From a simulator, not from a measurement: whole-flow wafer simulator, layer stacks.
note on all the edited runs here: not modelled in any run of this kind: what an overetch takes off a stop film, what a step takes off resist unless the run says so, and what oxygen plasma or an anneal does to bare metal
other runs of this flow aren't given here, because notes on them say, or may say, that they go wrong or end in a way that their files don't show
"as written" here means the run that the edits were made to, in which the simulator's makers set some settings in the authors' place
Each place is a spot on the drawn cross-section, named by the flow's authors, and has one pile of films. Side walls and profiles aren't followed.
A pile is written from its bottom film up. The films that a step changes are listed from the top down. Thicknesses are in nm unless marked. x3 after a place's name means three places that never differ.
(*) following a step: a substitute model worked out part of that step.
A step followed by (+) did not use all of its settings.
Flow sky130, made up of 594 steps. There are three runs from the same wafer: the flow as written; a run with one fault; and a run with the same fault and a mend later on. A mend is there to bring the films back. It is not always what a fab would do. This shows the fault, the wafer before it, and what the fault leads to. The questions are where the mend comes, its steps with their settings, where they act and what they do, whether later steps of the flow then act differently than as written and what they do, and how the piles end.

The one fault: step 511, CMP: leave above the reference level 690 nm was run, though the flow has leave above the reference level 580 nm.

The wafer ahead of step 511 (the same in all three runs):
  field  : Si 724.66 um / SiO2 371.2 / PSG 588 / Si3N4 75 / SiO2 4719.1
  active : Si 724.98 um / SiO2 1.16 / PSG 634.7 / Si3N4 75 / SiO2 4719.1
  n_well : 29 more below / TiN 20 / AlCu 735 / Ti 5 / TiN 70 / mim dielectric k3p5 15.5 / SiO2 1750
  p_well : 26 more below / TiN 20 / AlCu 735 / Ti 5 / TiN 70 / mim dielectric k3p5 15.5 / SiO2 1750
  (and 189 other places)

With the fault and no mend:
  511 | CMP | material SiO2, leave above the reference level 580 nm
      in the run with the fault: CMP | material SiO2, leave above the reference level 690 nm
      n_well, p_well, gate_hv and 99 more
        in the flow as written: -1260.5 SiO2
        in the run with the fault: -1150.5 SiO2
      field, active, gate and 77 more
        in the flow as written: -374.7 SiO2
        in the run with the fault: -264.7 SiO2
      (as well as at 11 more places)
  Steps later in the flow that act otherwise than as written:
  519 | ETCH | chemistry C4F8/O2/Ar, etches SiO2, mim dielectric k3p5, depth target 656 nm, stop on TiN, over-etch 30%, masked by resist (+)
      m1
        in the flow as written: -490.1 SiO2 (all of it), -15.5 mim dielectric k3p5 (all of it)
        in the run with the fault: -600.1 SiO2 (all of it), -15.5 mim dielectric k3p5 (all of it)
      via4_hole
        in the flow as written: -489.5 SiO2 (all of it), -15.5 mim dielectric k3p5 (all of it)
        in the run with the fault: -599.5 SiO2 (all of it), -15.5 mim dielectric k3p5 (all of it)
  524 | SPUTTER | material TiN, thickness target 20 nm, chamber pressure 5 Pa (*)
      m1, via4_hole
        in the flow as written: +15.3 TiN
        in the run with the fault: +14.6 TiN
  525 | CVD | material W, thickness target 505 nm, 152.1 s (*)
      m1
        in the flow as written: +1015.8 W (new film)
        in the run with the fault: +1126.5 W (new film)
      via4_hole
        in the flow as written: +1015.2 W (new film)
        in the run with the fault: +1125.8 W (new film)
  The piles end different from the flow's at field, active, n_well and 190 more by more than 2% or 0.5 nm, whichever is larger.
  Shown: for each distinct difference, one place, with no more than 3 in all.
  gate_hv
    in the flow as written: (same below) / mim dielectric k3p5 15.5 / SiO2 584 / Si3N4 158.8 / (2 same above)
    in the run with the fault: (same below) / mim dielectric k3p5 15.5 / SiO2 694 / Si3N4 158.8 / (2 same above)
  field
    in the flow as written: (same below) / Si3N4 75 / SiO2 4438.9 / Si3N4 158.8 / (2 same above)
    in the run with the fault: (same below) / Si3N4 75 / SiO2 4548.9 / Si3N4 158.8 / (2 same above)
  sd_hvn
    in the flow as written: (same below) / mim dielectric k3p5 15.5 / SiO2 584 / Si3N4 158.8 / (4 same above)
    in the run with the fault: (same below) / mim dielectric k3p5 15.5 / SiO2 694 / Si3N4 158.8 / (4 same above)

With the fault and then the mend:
  The mend follows step 518.
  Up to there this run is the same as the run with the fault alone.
  518a | STRIP | chemistry O2/N2, power 2160 W, pressure 1700 mTorr (*)
      field, active, n_well and 188 more
        -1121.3 resist (all of it)
  518b | CMP | material SiO2, leave above the reference level 580 nm (the flow's step 511 again)
      field, active, n_well and 190 more
        -110 SiO2
  518c | HMDS | 120 C, 60 s (the flow's step 513 again)
      leaves every film unchanged at each place that is followed
  518d | COAT | resist, thickness 1140 nm (the flow's step 514 again)
      field, active, n_well and 190 more
        +1140 resist (new film)
  518e | SOFTBAKE | resist (the flow's step 515 again)
      leaves every film unchanged at each place that is followed
  518f | EXPOSE | photomask VIM4, dose 133.8 mJ/cm2, NA 0.6, wavelength 365 nm (*) (the flow's step 516 again)
      leaves every film unchanged at each place that is followed
  518g | PEB | resist, 70.3 s (the flow's step 517 again)
      field, active, n_well and 190 more
        -18.7 resist
  518h | DEVELOP | resist, thickness 1140 nm, developer TMAH-0.26N, 60 s (the flow's step 518 again)
      m1, via4_hole
        -1121.3 resist (all of it)
  Every later step of the flow that is run acts as written at every place that is followed.
  By the end, the piles equal the flow's at every place that both follow.
